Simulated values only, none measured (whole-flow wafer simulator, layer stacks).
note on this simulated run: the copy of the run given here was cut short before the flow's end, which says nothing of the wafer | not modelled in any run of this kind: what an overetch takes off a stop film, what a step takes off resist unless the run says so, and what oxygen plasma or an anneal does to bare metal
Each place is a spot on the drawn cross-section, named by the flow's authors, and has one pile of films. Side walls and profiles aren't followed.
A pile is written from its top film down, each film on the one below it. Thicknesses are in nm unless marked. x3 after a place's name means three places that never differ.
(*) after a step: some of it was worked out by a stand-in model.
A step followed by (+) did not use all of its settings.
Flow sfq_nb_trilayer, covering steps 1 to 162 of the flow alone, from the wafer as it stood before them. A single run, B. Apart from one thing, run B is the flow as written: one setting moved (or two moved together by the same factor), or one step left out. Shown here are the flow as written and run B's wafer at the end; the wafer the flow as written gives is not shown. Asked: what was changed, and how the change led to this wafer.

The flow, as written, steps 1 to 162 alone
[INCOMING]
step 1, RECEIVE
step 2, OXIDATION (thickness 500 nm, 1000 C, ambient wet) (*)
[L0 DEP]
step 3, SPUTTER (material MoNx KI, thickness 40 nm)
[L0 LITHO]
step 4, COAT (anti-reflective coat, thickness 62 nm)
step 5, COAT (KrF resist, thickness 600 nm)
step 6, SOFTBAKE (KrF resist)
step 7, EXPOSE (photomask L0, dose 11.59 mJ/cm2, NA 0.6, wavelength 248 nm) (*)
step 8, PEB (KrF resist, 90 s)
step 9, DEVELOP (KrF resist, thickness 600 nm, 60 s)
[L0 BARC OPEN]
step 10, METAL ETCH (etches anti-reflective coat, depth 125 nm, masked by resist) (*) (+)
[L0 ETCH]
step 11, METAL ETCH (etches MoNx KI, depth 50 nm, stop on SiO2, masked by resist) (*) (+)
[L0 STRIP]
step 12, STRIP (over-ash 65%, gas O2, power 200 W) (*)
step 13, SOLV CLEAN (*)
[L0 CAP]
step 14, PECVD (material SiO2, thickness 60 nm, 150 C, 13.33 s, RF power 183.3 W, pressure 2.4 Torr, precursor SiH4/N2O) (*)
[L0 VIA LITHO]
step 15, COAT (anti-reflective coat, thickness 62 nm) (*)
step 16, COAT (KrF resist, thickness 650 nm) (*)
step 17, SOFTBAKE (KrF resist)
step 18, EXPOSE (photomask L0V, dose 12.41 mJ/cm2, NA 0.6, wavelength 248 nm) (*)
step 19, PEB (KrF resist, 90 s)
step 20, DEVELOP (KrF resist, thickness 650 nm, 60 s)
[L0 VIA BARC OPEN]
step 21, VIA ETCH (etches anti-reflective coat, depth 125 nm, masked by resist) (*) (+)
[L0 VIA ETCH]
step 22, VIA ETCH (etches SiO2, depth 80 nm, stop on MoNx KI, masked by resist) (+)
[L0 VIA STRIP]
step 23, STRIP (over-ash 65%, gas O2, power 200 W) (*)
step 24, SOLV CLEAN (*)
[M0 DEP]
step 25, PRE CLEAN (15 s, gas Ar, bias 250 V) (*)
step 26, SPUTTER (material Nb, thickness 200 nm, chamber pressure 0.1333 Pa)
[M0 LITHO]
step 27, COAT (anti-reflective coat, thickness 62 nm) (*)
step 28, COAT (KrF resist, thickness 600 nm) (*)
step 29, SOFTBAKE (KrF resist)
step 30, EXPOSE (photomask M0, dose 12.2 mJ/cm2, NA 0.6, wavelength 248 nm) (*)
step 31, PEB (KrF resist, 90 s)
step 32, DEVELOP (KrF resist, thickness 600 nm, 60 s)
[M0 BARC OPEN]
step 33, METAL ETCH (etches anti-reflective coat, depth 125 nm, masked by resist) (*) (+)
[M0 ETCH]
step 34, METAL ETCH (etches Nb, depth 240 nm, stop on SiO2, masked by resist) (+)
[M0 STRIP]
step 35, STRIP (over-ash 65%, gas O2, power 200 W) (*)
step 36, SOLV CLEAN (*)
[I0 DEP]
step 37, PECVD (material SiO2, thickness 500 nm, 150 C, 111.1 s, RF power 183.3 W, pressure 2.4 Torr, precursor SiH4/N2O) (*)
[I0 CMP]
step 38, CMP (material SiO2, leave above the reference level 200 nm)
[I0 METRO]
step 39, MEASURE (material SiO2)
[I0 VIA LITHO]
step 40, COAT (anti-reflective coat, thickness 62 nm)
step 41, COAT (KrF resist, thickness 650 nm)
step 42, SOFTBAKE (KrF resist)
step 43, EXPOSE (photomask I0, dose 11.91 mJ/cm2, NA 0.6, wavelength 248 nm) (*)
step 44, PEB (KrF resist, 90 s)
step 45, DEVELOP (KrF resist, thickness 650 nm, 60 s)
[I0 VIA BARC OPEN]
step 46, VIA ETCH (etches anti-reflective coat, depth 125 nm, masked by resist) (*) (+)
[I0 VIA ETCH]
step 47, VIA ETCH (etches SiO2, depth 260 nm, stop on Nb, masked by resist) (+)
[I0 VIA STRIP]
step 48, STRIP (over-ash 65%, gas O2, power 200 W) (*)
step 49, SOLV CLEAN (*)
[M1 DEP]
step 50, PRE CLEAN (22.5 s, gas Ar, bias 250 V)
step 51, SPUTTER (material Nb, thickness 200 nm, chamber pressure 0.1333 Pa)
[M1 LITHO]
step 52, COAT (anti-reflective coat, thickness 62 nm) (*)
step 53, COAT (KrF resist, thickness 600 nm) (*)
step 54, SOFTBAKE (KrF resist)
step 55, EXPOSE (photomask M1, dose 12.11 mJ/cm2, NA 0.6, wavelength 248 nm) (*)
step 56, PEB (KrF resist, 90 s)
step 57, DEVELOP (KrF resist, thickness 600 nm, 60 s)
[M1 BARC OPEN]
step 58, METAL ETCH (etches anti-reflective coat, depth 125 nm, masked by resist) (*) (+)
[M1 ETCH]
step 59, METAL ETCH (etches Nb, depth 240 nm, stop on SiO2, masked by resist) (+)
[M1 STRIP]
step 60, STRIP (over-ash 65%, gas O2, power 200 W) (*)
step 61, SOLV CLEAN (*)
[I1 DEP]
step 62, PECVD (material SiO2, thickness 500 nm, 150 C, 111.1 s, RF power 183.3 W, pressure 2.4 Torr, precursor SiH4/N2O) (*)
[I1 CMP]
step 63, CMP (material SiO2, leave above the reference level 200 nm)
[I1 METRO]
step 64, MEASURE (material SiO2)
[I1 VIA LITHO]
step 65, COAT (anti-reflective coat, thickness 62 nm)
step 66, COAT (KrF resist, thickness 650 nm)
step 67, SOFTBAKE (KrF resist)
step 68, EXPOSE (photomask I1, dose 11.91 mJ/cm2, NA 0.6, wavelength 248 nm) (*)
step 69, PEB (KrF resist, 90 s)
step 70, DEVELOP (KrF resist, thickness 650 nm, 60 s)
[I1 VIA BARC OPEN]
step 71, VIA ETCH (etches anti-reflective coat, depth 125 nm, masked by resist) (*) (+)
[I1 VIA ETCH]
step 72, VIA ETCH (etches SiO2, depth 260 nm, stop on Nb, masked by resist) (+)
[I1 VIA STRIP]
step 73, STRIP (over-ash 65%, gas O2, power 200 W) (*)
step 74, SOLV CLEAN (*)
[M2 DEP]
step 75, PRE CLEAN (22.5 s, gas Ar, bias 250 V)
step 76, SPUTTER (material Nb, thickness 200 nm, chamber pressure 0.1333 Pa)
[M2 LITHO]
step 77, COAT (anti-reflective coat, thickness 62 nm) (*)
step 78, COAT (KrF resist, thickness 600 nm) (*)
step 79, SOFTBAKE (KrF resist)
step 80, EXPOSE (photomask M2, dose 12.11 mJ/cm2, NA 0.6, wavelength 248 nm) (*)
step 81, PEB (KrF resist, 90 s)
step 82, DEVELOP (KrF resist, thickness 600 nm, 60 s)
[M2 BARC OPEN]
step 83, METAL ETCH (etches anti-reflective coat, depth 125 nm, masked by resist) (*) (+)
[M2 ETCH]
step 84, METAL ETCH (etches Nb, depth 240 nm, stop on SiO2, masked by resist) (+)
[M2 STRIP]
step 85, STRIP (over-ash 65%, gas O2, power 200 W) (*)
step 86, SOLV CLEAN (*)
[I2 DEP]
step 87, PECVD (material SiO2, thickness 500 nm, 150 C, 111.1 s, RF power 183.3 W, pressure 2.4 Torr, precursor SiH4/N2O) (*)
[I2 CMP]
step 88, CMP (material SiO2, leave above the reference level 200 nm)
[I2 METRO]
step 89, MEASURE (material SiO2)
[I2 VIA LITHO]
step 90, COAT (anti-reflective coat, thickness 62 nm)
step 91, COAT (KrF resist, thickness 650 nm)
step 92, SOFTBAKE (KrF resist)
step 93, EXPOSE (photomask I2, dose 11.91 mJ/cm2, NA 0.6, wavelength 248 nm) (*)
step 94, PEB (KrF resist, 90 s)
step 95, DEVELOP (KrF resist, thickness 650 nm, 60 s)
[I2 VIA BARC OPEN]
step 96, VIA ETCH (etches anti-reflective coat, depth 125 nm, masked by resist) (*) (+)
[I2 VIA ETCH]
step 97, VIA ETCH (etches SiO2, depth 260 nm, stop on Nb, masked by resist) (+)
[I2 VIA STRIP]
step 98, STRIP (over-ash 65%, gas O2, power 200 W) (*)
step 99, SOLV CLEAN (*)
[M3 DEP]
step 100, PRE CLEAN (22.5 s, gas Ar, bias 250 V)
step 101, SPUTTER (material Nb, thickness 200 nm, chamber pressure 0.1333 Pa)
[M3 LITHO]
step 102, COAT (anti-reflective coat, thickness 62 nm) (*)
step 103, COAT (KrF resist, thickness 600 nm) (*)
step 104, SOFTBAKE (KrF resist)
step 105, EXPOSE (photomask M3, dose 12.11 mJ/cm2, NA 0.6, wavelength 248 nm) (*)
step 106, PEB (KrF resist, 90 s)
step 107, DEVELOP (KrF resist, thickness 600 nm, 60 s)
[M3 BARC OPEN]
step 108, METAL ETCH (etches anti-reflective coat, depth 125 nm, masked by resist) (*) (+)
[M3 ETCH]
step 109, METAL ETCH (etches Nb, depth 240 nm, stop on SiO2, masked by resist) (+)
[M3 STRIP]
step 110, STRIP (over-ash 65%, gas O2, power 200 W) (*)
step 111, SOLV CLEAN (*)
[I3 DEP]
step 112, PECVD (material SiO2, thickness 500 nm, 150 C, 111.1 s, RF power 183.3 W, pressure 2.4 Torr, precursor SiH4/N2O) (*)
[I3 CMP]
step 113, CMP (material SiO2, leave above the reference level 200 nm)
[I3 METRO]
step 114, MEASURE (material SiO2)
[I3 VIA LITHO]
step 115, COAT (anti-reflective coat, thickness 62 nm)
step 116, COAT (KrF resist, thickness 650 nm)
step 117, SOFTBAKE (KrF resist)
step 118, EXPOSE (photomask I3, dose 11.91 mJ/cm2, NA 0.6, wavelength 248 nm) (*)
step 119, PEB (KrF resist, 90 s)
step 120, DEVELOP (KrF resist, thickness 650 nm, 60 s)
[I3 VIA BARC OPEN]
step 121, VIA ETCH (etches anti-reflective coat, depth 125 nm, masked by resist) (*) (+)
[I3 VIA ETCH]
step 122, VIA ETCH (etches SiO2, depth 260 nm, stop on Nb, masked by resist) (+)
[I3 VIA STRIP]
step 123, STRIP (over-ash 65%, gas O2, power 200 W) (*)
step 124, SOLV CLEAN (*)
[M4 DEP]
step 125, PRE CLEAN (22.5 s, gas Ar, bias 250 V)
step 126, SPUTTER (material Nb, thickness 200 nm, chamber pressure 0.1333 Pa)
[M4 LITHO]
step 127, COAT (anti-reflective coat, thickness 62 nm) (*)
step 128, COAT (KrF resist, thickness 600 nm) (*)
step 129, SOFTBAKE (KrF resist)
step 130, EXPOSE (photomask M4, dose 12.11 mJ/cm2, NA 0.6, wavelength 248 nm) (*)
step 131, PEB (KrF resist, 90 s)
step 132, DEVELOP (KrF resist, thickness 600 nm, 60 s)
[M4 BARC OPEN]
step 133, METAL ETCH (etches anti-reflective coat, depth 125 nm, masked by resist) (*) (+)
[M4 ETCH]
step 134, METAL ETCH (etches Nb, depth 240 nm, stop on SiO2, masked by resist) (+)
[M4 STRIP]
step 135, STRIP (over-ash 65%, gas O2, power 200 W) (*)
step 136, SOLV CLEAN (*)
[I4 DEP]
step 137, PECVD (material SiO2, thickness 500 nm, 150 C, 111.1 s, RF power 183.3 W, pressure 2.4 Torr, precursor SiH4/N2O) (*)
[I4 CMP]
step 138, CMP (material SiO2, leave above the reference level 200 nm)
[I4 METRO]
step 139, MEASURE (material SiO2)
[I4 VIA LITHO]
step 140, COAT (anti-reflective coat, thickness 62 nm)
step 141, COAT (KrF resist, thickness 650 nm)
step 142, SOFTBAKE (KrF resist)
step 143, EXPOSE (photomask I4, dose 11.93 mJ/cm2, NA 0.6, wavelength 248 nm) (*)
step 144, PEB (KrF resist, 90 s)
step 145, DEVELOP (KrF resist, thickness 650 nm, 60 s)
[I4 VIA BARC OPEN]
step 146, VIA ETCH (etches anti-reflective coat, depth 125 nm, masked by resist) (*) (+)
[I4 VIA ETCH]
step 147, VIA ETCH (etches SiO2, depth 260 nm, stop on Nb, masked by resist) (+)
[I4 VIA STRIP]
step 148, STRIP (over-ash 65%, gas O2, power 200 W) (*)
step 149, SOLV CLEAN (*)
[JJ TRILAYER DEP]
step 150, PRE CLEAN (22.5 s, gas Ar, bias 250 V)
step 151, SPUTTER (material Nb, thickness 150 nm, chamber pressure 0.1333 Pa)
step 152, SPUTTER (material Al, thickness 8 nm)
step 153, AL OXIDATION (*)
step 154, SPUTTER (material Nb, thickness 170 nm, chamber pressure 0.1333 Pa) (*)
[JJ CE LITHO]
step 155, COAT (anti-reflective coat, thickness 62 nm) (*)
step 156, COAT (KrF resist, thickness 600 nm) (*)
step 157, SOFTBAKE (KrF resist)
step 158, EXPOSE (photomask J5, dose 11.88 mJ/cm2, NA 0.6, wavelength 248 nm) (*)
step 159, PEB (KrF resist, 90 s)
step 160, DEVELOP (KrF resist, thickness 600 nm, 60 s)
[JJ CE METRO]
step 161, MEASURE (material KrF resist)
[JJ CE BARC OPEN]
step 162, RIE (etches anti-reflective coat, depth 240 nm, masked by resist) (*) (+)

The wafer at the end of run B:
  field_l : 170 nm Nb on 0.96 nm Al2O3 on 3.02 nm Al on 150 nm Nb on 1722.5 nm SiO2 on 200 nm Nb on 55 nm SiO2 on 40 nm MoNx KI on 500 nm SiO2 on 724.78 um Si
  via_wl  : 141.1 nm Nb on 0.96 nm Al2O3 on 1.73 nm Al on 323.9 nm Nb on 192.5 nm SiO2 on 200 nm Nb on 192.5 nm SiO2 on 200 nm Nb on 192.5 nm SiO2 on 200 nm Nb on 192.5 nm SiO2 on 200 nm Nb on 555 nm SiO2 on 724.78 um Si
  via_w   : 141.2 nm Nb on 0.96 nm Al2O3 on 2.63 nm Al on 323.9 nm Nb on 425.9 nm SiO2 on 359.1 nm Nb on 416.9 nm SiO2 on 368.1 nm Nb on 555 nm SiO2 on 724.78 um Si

The reason: step 152, SPUTTER: thickness 3.6 nm was run, though the flow has thickness 8 nm.

The path from the change to this, step by step:
  step 152, SPUTTER (material Al, thickness 8 nm)
      field_l, v_sur, via_sp and 100 more: Al gains 3.6 (new film) (it would be, as written: Al gains 8 (new film))
      via_wl, via_wr: Al gains 2.31 (new film) (it would be, as written: Al gains 5.14 (new film))
      (as well as at 1 more place)
  step 155, COAT (anti-reflective coat, thickness 62 nm) (*)
      via_wl, via_wr: anti-reflective coat gains 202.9 (new film) (it would be, as written: anti-reflective coat gains 209.4 (new film))
      via_w: anti-reflective coat gains 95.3 (new film) (it would be, as written: anti-reflective coat gains 97.4 (new film))
  step 162, RIE (etches anti-reflective coat, depth 240 nm, masked by resist) (*) (+)
      ce_l, c5j, ce_r, wl_jj: KrF resist loses 202.9 (it would be, as written: KrF resist loses 209.4)
      via_wl, via_wr: anti-reflective coat loses 202.9 (all of it) (it would be, as written: anti-reflective coat loses 209.4 (all of it))
      (as well as at 1 more place)
